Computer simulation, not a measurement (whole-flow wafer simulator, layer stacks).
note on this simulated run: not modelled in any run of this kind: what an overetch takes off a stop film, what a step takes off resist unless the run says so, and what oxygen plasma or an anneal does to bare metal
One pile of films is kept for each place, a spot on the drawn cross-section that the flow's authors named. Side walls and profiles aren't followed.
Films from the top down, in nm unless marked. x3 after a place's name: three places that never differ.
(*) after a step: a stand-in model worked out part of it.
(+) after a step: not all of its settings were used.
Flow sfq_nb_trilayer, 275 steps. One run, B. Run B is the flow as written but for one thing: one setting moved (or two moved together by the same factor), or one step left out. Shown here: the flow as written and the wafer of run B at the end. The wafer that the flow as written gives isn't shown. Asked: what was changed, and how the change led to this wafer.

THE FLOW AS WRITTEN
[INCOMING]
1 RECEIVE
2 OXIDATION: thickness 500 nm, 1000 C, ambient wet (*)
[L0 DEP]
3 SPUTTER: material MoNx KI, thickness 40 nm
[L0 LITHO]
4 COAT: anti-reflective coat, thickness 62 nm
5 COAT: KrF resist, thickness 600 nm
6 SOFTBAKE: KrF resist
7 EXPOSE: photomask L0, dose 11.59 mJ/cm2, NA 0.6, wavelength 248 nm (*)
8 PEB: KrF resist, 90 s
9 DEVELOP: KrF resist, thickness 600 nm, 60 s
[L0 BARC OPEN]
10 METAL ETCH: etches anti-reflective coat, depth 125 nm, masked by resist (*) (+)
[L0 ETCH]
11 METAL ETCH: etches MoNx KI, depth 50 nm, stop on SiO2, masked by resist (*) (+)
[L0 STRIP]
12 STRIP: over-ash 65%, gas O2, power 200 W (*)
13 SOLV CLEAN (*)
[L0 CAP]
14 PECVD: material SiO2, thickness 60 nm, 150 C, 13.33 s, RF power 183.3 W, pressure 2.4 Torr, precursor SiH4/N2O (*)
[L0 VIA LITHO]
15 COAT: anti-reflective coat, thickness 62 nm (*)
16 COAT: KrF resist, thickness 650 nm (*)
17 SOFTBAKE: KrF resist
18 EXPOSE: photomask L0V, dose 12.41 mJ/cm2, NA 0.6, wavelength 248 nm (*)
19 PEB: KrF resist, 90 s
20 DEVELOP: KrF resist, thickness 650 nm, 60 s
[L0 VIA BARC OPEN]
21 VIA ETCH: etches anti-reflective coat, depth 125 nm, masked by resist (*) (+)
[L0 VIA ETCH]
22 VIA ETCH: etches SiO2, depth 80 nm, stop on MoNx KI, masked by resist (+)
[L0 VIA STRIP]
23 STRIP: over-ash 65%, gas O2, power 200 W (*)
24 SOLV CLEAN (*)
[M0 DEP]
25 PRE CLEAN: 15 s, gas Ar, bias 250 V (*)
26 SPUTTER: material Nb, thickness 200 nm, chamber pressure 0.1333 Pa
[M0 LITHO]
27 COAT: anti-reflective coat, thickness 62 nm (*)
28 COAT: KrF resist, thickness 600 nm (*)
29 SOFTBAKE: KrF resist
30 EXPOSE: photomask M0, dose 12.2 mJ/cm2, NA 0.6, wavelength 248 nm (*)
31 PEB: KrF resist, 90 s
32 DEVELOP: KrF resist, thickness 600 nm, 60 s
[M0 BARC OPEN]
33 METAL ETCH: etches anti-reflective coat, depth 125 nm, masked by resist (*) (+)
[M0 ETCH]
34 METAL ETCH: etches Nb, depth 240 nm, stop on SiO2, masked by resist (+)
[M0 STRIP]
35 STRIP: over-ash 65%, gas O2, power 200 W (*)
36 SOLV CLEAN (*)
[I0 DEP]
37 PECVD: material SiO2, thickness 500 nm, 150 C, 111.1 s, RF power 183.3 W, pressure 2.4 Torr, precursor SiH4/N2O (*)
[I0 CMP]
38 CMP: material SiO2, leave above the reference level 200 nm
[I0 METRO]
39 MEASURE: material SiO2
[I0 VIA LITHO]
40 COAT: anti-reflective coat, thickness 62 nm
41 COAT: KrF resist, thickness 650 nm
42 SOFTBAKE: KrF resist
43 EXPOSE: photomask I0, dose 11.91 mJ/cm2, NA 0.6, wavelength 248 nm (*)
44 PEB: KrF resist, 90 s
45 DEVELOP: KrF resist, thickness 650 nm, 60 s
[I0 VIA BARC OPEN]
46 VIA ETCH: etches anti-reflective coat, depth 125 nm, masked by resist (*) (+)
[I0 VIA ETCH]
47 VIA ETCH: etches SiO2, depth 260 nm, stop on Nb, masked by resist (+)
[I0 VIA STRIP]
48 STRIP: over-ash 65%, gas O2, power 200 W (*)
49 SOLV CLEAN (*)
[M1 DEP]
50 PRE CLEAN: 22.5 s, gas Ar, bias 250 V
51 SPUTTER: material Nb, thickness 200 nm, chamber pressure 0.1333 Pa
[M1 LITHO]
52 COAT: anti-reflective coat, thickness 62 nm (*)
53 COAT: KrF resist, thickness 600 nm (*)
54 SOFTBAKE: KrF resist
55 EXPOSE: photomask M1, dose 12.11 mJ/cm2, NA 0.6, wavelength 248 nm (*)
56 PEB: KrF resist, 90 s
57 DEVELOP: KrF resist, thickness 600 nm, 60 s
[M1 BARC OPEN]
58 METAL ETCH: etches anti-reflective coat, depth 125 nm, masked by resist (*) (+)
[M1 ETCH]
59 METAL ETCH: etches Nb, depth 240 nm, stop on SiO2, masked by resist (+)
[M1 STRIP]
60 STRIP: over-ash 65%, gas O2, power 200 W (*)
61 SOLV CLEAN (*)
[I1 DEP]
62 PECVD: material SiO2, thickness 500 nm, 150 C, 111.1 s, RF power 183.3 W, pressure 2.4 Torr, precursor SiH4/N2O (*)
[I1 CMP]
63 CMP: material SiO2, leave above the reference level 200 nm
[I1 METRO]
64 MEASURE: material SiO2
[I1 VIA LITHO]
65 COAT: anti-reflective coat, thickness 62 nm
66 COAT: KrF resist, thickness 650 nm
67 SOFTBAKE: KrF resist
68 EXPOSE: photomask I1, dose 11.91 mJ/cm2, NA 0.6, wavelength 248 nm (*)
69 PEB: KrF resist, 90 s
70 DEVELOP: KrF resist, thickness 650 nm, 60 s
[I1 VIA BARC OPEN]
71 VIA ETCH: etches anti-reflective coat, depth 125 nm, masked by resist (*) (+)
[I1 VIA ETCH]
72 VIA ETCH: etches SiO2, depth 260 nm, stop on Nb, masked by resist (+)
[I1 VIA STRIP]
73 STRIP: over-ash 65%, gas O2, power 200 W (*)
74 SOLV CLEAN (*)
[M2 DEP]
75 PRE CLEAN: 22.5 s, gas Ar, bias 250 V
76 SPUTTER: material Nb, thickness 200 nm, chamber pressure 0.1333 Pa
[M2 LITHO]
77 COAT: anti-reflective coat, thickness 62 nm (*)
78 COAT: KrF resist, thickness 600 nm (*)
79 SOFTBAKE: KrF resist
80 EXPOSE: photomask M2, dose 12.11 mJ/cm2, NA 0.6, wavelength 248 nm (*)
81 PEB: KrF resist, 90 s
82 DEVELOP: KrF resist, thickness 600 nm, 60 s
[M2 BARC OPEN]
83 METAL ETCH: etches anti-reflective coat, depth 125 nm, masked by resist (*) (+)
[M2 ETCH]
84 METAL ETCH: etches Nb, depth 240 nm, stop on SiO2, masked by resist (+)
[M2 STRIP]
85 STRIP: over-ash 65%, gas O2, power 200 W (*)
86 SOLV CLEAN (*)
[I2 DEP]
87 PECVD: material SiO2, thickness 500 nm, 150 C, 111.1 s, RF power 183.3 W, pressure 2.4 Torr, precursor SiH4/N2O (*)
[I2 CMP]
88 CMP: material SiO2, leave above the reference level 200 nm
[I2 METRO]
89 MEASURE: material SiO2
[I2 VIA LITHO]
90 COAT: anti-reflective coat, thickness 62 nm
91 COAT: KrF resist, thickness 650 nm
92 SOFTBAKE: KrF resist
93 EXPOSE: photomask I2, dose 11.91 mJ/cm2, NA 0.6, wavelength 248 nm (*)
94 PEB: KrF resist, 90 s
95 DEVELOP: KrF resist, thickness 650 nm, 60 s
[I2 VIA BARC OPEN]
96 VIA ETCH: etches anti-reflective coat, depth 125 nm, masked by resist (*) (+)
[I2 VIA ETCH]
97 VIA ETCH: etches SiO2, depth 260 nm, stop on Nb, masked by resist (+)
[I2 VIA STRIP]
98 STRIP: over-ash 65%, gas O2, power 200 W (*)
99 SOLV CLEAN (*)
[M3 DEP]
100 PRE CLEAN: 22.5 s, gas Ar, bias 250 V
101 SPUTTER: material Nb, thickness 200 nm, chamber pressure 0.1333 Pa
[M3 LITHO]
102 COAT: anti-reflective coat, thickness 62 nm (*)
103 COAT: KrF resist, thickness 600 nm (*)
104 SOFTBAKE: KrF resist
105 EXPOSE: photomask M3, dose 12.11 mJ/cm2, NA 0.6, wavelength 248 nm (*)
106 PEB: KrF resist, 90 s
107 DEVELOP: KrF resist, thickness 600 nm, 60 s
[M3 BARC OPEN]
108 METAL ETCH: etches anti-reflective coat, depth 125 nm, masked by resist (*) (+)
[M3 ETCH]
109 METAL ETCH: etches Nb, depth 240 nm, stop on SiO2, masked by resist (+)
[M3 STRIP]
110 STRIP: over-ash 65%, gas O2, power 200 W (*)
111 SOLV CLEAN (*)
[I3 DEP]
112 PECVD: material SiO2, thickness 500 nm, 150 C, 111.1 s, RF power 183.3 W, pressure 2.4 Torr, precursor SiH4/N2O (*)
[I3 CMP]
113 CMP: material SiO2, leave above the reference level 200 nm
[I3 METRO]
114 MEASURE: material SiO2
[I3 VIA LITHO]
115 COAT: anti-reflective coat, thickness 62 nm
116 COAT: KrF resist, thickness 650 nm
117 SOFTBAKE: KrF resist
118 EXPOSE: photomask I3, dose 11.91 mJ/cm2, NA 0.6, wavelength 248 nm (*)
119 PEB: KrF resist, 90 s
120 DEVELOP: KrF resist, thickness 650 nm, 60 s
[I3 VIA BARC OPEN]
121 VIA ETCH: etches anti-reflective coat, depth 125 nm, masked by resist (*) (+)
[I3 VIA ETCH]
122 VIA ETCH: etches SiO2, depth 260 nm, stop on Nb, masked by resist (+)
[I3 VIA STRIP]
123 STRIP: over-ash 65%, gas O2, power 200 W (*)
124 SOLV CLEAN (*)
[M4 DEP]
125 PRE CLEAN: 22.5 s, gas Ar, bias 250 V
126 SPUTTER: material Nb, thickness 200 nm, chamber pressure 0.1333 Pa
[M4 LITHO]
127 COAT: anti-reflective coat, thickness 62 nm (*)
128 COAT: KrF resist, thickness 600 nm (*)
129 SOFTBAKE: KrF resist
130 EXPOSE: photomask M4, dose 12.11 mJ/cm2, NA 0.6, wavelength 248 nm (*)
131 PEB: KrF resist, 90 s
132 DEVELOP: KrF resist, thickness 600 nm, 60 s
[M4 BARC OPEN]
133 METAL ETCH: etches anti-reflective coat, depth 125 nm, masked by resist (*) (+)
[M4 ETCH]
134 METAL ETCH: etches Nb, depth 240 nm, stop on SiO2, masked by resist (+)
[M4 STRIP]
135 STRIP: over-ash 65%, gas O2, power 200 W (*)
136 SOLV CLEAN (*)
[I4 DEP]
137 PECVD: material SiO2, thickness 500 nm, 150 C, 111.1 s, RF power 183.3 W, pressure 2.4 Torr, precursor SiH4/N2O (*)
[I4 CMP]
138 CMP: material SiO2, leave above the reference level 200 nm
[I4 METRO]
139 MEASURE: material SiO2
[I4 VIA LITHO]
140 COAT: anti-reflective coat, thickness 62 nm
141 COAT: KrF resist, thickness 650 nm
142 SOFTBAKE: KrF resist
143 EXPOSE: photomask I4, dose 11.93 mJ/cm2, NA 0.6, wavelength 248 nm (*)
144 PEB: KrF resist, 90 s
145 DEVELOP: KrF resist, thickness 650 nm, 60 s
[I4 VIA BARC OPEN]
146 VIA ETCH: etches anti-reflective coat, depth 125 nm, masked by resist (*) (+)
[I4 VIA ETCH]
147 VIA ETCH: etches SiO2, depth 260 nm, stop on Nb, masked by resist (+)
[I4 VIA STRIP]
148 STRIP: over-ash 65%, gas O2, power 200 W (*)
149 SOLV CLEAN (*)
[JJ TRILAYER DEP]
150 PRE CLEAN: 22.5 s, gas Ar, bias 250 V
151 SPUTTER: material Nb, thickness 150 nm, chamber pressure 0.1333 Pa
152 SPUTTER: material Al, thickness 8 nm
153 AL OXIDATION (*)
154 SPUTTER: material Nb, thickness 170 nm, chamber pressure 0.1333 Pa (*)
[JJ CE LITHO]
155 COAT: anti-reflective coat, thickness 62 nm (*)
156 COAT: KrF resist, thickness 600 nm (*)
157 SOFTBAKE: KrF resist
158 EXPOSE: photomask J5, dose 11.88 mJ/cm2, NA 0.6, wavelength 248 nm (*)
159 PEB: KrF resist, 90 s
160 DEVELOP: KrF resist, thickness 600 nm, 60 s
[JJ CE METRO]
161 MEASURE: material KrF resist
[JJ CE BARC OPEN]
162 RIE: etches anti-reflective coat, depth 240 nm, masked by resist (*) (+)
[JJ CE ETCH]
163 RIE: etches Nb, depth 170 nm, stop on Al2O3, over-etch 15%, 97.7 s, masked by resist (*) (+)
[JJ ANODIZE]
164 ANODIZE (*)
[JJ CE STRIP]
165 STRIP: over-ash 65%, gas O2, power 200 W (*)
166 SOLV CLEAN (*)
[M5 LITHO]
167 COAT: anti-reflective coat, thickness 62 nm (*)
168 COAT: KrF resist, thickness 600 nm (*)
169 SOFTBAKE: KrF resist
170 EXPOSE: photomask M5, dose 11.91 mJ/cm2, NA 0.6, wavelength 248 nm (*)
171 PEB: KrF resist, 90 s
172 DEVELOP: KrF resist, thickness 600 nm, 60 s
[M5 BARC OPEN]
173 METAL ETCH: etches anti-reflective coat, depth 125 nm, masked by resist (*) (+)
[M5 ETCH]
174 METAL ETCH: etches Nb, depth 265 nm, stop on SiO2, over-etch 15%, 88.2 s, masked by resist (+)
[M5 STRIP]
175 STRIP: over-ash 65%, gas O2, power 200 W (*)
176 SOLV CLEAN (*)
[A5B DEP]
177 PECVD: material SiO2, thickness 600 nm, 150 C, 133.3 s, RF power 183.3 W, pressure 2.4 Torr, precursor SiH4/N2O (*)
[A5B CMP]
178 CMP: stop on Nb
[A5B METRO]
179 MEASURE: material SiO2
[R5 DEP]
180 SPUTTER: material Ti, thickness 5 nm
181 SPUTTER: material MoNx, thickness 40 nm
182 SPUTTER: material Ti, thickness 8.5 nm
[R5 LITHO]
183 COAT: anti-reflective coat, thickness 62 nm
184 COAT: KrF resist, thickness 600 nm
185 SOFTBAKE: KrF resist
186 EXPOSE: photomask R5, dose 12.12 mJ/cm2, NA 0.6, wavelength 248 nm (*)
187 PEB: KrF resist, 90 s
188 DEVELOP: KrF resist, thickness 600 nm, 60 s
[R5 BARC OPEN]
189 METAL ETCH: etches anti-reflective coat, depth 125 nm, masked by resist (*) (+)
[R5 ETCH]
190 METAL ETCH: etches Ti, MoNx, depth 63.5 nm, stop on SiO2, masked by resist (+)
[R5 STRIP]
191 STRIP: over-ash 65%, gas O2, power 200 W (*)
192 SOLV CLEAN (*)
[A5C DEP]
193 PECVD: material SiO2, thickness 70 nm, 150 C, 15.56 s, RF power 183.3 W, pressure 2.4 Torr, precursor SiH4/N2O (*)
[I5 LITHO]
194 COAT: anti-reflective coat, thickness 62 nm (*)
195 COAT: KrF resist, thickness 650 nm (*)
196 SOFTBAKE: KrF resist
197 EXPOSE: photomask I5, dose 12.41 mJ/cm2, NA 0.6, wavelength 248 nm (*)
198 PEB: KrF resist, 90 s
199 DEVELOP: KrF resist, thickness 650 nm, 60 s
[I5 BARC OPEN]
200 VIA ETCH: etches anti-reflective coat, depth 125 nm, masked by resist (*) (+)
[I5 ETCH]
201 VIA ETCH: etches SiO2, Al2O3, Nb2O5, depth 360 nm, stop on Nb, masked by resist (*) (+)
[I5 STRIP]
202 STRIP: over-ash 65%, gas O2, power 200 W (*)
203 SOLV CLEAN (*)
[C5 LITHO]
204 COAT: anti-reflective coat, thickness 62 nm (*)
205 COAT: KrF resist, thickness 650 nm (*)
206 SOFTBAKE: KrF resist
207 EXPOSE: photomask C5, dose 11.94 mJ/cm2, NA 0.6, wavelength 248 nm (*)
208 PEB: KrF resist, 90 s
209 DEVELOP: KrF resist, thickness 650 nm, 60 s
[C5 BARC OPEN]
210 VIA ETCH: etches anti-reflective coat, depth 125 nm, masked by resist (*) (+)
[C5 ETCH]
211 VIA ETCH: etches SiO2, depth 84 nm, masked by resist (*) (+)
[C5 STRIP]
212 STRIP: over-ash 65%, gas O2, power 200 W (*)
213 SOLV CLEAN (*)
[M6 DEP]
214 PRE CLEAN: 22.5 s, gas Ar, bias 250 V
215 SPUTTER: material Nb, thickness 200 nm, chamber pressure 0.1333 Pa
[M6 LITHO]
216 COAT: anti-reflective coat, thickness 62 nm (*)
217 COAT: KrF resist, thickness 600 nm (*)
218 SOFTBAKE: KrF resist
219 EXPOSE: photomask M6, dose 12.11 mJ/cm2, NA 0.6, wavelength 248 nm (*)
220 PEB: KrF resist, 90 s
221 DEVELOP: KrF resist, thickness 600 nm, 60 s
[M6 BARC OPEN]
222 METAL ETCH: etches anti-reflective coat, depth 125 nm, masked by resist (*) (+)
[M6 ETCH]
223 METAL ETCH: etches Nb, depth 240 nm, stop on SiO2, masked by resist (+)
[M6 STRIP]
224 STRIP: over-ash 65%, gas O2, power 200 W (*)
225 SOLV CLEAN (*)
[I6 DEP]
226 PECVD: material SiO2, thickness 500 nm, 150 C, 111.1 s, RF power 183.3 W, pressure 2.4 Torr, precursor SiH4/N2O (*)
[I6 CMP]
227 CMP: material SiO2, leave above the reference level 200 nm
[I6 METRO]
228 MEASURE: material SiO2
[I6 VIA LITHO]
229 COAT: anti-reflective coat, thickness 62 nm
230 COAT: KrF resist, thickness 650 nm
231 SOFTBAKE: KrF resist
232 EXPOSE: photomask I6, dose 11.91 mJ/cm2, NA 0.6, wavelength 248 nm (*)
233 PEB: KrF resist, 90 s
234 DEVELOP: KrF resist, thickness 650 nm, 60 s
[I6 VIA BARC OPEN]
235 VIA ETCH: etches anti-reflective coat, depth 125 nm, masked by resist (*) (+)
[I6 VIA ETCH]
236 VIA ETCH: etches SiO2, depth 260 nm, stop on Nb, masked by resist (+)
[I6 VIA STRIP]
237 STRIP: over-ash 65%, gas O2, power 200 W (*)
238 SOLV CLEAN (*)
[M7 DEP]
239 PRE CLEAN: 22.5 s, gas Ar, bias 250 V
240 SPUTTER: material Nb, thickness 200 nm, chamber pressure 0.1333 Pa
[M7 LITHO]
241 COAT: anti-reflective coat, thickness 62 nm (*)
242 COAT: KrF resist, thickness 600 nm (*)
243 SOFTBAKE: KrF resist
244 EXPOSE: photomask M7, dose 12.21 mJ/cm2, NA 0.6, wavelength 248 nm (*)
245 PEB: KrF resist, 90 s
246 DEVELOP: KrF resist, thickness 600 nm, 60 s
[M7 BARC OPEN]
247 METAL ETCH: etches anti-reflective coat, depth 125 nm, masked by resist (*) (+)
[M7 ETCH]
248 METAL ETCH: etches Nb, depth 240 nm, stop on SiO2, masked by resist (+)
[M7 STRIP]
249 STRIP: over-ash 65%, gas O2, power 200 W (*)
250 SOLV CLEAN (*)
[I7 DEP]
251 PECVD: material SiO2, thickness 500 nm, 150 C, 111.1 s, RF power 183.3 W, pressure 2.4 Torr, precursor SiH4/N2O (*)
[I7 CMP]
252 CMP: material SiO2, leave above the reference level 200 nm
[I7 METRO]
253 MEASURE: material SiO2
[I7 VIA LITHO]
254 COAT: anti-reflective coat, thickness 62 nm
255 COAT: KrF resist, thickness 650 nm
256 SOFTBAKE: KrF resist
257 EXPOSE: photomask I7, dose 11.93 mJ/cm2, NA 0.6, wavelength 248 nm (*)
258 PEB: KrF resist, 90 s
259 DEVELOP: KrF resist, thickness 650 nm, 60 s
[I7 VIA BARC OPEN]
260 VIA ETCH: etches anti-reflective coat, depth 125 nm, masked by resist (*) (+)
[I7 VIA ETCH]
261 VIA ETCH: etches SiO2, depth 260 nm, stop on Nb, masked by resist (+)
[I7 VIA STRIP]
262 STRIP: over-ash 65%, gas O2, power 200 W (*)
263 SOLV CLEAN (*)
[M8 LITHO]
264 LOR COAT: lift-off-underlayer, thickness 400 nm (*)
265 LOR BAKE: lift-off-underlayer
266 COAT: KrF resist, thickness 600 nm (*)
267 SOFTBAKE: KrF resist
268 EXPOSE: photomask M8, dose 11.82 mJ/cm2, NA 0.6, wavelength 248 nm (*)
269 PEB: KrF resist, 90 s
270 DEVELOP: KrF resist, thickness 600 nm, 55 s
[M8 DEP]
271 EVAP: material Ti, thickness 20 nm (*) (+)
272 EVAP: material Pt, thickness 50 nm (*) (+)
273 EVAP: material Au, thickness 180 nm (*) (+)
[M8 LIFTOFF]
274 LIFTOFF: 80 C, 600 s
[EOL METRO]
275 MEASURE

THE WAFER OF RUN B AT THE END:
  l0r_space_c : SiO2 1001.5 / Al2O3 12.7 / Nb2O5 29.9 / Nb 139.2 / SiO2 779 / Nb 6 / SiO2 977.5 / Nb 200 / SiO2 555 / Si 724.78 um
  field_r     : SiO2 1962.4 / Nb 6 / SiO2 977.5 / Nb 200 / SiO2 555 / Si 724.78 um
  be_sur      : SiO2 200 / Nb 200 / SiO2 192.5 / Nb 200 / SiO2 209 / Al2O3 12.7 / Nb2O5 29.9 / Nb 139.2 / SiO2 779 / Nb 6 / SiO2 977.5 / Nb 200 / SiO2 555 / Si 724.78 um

The cause: step 109, METAL ETCH: depth 194 nm was run, where the flow has depth 240 nm.

How the change led to this, step by step:
  109 METAL ETCH: etches Nb, depth 240 nm, stop on SiO2, masked by resist (+)
      field_l, be, be_sur and 72 more: Nb -194 (as written it would be: Nb -200 (all of it))
      v_sur, via_wl, via_w and 28 more: KrF resist -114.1 (as written it would be: KrF resist -141.2)
  110 STRIP: over-ash 65%, gas O2, power 200 W (*)
      p4_w1, p4_w2, p4_w3 and 21 more: KrF resist -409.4 (all of it), anti-reflective coat -62 (all of it) (as written it would be: KrF resist -382.4 (all of it), anti-reflective coat -62 (all of it))
      via_wl, via_wr: KrF resist -411.3 (all of it), anti-reflective coat -34.2 (all of it) (as written it would be: KrF resist -384.2 (all of it), anti-reflective coat -34.2 (all of it))
      (and at 5 more places)
  112 PECVD: material SiO2, thickness 500 nm, 150 C, 111.1 s, RF power 183.3 W, pressure 2.4 Torr, precursor SiH4/N2O (*)
      field_l, be, be_sur and 64 more: SiO2 +500 (new film) (as written it would be: SiO2 +500)
      p4_g1, p4_g2, p3_s0, p3_s1, p3_s2, p3_s3, p3_s4, p3_s5: SiO2 +551.1 (new film) (as written it would be: SiO2 +557.1)
  113 CMP: material SiO2, leave above the reference level 200 nm
      field_l, be, be_sur and 64 more: SiO2 -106 (as written it would be: SiO2 -100)
Counting metal films that touch as one body, l0r_space_c has 3 bodies (between them, from the top down: SiO2 779; SiO2 977.5); the flow as written gives 2 bodies (between them, from the top down: SiO2 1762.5).
Counting metal films that touch as one body, field_r has 2 bodies (between them, from the top down: SiO2 977.5); the flow as written gives 1 body.
Counting metal films that touch as one body, be_sur has 5 bodies (between them, from the top down: SiO2 192.5; SiO2 209 / Al2O3 12.7 / Nb2O5 29.9; SiO2 779; SiO2 977.5); the flow as written gives 4 bodies (between them, from the top down: SiO2 192.5; SiO2 209 / Al2O3 12.7 / Nb2O5 29.9; SiO2 1762.5).
